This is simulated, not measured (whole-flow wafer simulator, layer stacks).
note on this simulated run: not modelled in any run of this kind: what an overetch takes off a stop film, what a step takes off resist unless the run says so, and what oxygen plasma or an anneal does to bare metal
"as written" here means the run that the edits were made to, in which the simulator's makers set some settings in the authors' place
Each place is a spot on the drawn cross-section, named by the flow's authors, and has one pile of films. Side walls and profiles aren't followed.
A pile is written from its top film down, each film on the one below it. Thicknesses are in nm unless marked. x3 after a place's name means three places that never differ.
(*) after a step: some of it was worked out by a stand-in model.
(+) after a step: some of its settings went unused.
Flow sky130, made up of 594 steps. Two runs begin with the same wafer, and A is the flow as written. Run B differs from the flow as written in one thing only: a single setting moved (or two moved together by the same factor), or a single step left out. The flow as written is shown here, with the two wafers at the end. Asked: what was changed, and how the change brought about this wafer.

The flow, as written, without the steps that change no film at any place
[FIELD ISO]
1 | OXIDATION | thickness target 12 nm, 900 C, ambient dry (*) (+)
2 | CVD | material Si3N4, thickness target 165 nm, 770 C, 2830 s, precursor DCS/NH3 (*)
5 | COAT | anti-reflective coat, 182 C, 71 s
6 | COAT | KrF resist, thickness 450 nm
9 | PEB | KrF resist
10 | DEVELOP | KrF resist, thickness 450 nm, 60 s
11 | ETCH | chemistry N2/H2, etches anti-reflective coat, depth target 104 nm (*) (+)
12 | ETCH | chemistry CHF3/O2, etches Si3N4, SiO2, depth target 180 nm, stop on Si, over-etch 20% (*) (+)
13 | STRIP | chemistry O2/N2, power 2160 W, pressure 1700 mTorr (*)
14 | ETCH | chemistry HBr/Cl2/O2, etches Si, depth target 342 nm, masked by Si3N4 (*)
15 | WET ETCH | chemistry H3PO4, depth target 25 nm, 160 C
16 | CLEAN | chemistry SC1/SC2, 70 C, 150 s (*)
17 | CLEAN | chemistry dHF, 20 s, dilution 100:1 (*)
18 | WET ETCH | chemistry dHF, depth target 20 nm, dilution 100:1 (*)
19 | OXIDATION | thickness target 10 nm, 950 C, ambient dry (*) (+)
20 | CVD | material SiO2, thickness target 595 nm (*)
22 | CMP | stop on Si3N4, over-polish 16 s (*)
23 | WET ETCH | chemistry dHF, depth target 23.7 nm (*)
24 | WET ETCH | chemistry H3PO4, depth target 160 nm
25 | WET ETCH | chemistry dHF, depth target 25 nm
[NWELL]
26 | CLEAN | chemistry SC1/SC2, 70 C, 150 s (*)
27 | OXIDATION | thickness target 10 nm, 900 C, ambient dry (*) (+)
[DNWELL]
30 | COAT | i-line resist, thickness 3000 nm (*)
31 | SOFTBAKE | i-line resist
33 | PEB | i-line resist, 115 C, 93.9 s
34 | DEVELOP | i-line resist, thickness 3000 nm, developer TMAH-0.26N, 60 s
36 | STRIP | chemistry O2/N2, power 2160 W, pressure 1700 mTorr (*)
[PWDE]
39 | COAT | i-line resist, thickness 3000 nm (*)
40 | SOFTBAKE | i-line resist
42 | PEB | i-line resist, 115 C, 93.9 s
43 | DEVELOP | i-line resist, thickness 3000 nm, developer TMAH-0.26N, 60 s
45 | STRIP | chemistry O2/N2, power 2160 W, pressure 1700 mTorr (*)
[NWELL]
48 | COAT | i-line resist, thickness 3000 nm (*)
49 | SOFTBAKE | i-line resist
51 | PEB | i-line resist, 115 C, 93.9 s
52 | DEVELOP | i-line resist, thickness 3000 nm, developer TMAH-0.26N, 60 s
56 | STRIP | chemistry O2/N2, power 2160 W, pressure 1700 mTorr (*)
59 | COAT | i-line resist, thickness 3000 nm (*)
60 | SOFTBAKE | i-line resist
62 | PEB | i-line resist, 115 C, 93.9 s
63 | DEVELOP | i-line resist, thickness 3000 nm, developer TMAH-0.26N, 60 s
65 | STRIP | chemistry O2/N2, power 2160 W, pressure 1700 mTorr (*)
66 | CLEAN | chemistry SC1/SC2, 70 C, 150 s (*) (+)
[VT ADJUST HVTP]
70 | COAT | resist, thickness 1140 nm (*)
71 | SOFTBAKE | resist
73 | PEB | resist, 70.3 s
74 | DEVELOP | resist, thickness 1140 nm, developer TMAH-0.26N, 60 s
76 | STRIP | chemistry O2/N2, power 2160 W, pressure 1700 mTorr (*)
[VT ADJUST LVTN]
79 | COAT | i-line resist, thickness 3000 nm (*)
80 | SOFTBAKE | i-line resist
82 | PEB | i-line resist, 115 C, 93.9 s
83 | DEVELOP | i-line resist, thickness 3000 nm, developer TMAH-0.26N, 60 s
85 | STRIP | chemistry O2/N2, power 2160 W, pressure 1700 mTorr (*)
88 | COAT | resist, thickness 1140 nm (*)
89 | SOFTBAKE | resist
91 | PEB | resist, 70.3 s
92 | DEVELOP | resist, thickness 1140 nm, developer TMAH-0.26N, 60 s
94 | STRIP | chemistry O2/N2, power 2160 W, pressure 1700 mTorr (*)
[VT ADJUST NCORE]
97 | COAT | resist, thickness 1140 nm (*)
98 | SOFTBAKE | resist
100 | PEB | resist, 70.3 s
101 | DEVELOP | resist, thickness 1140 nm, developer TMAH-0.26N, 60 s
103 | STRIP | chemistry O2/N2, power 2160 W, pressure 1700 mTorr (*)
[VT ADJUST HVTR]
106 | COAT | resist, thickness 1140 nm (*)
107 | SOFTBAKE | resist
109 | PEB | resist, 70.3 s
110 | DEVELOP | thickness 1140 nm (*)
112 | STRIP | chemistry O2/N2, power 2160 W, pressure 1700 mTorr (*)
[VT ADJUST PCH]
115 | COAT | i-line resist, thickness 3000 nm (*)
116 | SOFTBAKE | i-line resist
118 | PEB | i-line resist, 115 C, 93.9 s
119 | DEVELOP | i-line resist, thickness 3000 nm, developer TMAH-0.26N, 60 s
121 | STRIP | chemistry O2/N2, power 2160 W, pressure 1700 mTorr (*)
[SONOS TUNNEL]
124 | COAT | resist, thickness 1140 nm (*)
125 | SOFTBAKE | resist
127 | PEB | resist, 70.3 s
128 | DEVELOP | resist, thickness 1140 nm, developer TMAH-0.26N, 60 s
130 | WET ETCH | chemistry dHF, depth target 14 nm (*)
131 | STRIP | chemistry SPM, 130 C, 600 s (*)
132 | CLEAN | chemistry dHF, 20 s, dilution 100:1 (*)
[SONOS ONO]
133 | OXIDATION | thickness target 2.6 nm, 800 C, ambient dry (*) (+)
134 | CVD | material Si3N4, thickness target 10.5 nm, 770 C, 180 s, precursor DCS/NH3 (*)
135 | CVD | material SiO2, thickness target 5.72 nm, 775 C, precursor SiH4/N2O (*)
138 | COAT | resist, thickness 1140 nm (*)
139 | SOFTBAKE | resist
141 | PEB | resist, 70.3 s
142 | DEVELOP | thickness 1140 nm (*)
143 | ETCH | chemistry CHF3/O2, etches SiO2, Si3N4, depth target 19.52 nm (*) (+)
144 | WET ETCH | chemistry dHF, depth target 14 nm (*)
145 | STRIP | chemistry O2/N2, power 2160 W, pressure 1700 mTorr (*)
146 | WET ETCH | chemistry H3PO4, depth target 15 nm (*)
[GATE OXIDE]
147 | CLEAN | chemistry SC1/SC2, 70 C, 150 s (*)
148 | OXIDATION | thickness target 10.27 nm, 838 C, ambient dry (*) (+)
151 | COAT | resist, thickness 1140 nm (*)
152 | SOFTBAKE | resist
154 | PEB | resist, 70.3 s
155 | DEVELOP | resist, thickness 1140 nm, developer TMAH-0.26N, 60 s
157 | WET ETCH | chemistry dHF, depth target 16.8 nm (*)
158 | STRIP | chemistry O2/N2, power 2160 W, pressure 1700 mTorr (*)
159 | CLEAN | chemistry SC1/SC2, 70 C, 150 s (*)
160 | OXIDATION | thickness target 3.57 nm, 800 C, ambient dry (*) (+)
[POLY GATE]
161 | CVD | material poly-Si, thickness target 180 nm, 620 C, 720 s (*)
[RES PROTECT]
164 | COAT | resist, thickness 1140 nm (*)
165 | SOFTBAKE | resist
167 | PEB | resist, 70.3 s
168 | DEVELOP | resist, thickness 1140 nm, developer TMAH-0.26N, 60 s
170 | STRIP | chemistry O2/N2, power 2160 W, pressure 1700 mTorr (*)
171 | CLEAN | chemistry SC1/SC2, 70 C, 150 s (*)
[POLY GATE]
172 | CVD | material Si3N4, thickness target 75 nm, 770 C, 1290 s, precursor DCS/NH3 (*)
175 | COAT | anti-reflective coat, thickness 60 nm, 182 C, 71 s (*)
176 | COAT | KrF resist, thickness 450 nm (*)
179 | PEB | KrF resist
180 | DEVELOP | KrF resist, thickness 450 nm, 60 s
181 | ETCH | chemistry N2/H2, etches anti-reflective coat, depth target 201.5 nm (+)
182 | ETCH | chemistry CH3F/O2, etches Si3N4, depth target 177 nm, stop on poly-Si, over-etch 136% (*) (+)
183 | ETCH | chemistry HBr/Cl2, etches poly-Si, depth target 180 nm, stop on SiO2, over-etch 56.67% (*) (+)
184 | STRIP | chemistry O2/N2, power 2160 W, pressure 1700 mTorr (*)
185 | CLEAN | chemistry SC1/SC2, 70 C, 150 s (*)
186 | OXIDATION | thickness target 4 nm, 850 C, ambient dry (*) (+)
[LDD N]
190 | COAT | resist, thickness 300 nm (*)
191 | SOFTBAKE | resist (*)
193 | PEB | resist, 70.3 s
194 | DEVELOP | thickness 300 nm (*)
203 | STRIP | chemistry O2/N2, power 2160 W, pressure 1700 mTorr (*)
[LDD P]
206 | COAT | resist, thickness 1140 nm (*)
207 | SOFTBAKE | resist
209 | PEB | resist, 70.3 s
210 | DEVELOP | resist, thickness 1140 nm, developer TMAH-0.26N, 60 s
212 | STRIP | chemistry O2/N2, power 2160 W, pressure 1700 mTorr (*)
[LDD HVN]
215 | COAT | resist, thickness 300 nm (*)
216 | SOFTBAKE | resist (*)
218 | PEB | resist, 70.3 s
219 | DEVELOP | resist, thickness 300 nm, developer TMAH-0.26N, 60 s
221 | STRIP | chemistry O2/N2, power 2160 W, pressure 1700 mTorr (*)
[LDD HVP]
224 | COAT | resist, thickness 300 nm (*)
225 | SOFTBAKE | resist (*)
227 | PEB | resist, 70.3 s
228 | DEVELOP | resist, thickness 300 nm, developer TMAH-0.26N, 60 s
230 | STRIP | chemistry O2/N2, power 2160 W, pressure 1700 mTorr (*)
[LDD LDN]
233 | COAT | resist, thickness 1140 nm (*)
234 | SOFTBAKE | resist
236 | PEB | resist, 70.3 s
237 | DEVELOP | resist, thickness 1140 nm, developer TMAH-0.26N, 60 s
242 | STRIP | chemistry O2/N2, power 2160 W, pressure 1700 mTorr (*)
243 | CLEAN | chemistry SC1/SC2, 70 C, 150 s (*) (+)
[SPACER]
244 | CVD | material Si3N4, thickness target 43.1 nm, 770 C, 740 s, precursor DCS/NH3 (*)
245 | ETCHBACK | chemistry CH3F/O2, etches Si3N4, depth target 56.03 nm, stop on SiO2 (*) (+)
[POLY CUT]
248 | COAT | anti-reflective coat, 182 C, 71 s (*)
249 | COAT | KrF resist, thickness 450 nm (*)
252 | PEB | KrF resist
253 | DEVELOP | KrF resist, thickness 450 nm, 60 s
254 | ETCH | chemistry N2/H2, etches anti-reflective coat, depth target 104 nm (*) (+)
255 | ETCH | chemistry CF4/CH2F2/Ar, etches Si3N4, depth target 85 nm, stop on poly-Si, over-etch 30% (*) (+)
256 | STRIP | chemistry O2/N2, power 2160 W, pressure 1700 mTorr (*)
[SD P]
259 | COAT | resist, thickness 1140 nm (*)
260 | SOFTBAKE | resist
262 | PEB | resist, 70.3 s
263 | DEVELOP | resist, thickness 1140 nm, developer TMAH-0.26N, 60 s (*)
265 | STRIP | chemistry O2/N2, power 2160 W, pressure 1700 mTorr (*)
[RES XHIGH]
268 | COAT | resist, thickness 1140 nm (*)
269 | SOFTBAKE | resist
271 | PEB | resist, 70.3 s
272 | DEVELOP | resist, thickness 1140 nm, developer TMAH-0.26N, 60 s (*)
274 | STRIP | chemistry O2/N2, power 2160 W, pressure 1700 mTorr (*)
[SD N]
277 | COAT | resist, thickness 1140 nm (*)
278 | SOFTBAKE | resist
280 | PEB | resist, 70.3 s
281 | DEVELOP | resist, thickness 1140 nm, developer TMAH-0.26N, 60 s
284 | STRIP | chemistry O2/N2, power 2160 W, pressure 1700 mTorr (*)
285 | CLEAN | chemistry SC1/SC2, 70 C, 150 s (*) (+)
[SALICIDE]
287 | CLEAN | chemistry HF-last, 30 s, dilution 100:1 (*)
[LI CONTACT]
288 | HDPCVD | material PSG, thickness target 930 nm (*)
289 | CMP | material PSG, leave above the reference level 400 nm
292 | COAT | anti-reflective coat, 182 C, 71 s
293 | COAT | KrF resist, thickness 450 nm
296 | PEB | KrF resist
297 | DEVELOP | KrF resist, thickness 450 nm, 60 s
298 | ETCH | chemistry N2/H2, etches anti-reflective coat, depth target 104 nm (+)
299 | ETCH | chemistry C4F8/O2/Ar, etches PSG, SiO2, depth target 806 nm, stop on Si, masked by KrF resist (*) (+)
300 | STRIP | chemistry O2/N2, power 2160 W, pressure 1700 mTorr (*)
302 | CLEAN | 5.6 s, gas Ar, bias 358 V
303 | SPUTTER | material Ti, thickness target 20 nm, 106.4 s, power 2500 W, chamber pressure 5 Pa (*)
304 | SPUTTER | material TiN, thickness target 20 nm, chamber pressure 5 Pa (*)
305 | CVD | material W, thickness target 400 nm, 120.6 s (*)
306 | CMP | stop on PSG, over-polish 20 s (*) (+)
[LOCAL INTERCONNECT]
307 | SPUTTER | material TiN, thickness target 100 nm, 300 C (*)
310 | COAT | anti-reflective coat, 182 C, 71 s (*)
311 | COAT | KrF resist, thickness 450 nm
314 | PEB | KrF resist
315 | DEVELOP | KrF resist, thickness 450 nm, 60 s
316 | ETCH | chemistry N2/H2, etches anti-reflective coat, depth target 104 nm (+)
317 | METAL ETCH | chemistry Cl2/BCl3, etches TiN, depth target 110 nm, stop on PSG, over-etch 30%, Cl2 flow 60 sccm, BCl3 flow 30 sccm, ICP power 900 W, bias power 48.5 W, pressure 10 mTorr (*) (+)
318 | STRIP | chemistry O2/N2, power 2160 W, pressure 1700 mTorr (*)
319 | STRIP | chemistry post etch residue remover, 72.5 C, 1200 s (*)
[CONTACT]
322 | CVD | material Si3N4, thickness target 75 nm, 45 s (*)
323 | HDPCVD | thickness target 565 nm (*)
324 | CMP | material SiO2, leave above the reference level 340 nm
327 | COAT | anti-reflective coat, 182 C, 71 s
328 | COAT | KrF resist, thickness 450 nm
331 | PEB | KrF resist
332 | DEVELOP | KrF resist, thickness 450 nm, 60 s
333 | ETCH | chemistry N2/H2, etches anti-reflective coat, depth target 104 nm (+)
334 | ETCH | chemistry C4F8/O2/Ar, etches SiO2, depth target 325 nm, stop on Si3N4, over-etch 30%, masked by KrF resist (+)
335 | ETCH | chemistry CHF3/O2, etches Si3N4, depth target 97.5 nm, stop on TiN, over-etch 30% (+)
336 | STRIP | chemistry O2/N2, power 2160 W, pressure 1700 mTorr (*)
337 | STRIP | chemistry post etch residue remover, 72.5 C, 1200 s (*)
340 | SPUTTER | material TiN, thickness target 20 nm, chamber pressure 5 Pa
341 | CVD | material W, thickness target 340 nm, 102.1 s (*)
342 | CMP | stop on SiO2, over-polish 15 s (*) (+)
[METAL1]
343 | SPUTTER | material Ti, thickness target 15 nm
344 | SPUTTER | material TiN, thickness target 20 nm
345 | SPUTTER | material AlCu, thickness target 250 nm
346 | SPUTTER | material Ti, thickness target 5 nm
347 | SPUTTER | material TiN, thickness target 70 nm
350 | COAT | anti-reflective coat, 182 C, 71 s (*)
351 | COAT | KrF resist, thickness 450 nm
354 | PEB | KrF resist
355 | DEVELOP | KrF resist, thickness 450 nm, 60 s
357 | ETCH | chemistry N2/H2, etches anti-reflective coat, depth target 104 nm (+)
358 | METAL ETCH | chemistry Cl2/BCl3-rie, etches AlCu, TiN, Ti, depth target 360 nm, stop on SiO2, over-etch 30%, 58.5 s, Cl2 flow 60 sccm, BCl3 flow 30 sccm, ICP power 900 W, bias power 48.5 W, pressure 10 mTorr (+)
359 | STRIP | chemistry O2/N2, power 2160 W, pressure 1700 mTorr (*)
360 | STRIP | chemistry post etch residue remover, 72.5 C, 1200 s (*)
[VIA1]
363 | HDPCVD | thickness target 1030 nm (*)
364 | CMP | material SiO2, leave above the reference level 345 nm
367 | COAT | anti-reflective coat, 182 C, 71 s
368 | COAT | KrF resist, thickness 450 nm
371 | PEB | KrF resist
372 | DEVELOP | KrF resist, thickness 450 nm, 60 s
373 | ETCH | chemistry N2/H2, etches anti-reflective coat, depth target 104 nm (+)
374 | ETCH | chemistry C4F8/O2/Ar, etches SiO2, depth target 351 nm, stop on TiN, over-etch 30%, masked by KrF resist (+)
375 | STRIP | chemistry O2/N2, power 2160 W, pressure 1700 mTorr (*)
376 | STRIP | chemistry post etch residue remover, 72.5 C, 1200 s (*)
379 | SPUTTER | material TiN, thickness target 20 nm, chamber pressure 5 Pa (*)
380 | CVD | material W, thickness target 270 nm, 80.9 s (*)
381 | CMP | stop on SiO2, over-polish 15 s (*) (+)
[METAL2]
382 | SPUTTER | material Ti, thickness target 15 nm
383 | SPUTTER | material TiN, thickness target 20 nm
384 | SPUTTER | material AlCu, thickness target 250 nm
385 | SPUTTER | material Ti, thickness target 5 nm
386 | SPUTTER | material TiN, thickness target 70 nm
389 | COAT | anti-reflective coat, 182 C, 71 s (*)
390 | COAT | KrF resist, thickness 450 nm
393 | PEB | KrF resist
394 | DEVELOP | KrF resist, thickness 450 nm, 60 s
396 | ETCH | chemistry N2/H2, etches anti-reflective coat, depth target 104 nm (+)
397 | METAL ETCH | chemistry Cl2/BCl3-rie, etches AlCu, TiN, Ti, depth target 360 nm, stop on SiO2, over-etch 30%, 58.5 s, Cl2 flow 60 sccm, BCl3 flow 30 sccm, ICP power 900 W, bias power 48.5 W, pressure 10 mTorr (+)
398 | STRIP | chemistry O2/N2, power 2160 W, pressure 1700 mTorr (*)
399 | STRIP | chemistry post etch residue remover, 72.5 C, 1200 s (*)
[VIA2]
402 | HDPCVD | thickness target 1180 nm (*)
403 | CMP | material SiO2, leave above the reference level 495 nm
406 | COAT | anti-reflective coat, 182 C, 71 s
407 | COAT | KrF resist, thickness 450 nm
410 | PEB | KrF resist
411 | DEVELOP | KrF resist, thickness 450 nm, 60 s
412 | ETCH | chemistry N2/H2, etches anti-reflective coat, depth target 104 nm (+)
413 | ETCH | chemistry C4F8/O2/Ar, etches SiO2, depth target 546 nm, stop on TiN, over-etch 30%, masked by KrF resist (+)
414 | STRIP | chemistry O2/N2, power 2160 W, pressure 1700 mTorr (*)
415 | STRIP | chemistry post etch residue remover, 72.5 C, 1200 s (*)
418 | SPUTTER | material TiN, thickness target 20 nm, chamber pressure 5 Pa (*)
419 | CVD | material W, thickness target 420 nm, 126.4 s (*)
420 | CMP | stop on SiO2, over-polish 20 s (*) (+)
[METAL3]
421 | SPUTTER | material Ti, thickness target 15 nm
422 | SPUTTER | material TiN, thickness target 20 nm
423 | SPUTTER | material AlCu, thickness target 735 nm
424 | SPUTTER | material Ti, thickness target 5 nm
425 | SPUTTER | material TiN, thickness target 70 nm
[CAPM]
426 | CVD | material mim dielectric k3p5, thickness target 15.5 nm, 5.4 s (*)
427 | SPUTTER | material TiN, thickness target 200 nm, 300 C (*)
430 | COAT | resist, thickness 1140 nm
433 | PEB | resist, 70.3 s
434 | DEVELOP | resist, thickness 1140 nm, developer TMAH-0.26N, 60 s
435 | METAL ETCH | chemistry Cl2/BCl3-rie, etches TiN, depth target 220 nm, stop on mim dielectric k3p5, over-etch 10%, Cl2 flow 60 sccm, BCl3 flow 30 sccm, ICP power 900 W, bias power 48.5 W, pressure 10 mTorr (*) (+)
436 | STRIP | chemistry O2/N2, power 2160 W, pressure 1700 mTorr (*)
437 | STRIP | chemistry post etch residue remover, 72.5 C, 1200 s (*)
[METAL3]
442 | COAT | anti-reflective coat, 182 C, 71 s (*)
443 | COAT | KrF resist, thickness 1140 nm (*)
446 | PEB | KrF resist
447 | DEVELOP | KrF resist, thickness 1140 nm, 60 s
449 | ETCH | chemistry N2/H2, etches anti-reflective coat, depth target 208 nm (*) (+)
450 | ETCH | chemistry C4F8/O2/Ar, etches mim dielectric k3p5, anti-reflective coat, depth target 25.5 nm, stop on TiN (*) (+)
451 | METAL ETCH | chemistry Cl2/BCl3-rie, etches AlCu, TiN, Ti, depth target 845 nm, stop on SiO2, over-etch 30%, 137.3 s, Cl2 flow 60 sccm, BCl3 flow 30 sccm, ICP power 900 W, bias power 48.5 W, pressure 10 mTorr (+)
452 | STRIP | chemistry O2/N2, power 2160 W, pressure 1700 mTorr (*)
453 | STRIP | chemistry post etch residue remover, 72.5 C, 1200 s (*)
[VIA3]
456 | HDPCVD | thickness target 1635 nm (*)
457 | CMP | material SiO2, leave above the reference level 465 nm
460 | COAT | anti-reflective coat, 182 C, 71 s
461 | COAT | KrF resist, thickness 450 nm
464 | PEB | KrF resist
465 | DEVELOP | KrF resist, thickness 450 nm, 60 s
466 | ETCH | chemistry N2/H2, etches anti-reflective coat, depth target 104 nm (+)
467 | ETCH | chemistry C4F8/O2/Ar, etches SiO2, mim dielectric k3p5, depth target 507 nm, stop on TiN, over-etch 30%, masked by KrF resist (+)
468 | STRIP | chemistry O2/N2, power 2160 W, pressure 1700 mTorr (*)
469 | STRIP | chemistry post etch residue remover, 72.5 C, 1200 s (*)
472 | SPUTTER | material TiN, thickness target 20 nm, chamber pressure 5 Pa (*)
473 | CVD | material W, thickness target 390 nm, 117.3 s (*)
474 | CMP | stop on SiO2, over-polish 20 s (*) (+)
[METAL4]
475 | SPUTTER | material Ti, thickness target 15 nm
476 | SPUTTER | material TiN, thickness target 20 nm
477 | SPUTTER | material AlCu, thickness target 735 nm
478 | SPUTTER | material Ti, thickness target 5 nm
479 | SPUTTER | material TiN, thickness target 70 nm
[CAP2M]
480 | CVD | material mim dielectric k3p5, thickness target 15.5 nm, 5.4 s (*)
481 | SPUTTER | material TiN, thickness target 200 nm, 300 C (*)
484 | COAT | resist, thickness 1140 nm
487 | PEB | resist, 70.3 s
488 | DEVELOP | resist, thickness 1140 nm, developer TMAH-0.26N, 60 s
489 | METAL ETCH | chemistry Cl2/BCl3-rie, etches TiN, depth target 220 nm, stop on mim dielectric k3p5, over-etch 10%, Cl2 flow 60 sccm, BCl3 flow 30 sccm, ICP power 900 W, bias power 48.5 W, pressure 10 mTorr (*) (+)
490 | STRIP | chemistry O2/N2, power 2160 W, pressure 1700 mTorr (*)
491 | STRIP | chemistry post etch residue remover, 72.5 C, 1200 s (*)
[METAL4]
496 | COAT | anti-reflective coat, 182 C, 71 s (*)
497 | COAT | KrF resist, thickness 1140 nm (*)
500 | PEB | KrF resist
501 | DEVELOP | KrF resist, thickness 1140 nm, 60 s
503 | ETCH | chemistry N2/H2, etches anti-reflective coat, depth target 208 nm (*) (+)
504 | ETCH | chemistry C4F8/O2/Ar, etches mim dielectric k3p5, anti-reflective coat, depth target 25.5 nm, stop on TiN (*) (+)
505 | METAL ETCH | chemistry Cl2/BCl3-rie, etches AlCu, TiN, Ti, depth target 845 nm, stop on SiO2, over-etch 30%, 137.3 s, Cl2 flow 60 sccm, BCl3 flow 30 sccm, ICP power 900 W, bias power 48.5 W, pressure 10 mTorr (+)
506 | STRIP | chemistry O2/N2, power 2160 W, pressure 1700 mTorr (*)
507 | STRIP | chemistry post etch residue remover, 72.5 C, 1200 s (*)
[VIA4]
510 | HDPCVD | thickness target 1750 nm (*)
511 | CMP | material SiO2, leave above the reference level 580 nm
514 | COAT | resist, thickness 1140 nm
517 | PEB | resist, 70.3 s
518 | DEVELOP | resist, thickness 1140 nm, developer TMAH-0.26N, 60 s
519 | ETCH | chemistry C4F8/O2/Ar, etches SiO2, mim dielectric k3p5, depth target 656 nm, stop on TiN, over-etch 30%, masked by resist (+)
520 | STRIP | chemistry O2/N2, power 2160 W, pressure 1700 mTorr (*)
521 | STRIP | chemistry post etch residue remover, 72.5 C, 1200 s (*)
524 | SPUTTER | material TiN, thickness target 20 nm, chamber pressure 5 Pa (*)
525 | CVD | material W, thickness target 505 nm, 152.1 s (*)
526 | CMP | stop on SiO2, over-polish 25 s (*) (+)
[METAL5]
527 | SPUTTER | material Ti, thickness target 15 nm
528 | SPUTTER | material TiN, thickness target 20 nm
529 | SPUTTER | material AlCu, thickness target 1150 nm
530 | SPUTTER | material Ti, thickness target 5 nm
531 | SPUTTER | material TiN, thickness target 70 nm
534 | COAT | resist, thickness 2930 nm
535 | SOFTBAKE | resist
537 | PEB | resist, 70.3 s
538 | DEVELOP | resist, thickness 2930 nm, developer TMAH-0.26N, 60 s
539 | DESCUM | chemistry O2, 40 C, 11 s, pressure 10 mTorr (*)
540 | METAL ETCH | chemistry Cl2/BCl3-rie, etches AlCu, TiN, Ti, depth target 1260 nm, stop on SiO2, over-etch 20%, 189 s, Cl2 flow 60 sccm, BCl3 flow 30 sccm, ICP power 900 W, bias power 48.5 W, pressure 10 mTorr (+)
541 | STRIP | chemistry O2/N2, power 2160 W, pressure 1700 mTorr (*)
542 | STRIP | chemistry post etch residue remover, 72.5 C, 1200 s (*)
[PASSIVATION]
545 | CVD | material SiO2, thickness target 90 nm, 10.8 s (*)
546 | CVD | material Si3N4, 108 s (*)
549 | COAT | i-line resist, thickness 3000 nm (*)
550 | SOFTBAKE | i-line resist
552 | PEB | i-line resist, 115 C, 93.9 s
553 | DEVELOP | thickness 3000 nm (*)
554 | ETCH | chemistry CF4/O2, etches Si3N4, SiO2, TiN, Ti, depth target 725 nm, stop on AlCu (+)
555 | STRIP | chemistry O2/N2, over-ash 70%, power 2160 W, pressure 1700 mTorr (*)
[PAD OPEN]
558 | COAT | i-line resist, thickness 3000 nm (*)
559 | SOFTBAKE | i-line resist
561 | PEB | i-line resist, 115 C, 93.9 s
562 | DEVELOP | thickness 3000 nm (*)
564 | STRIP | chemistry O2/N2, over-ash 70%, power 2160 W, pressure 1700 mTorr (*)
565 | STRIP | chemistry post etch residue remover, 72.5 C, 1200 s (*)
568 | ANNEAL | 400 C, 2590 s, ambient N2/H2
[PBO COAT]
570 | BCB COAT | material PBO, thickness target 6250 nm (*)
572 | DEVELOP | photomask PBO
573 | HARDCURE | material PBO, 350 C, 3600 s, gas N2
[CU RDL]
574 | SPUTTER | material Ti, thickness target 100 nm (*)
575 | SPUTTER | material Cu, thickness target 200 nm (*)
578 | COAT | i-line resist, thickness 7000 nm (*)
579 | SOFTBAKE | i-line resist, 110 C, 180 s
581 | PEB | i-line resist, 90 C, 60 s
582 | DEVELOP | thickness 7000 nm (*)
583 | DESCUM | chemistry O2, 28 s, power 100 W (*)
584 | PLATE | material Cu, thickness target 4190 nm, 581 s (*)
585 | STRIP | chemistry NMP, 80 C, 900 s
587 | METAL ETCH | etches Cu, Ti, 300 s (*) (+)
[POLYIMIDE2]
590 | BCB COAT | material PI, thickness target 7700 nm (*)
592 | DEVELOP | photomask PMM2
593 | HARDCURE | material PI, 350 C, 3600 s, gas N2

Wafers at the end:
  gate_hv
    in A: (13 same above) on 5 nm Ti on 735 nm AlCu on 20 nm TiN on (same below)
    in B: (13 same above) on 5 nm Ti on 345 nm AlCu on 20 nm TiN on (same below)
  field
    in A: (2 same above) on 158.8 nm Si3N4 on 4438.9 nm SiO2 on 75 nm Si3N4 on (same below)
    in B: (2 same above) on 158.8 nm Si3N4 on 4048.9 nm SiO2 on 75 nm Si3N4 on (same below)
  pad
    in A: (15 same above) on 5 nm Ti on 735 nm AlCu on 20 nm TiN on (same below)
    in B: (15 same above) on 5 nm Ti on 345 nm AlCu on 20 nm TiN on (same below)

What caused this: step 423, SPUTTER: thickness target 345 nm was run, though the flow has thickness target 735 nm.
One can read it off the wafer: gate_hv has AlCu 345, and step 423 as written asks for 735 nm.

The path from the change to this, step by step:
  423 | SPUTTER | material AlCu, thickness target 735 nm
      field, active, n_well and 188 more: A AlCu gains 735 (new film) | B AlCu gains 345 (new film)
  451 | METAL ETCH | chemistry Cl2/BCl3-rie, etches AlCu, TiN, Ti, depth target 845 nm, stop on SiO2, over-etch 30%, 137.3 s, Cl2 flow 60 sccm, BCl3 flow 30 sccm, ICP power 900 W, bias power 48.5 W, pressure 10 mTorr (+)
      field, gate, spacer and 68 more: A TiN loses 70 (all of it), Ti loses 5 (all of it), AlCu loses 735 (all of it), TiN loses 20 (all of it), Ti loses 15 (all of it), SiO2 loses 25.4 | B TiN loses 70 (all of it), Ti loses 5 (all of it), AlCu loses 345 (all of it), TiN loses 20 (all of it), Ti loses 15 (all of it), SiO2 loses 64.4
      active, vpp_ln, vpp_iso2 and 11 more: A TiN loses 70 (all of it), Ti loses 5 (all of it), AlCu loses 735 (all of it), TiN loses 20 (all of it), Ti loses 15 (all of it), SiO2 loses 25.3 | B TiN loses 70 (all of it), Ti loses 5 (all of it), AlCu loses 345 (all of it), TiN loses 20 (all of it), Ti loses 15 (all of it), SiO2 loses 64.3
  457 | CMP | material SiO2, leave above the reference level 465 nm
      field, active, gate and 80 more: A SiO2 loses 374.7 | B SiO2 loses 725.7
      poly_licon, rpo_hd_licon: A SiO2 loses 374.7 | B SiO2 loses 725.6
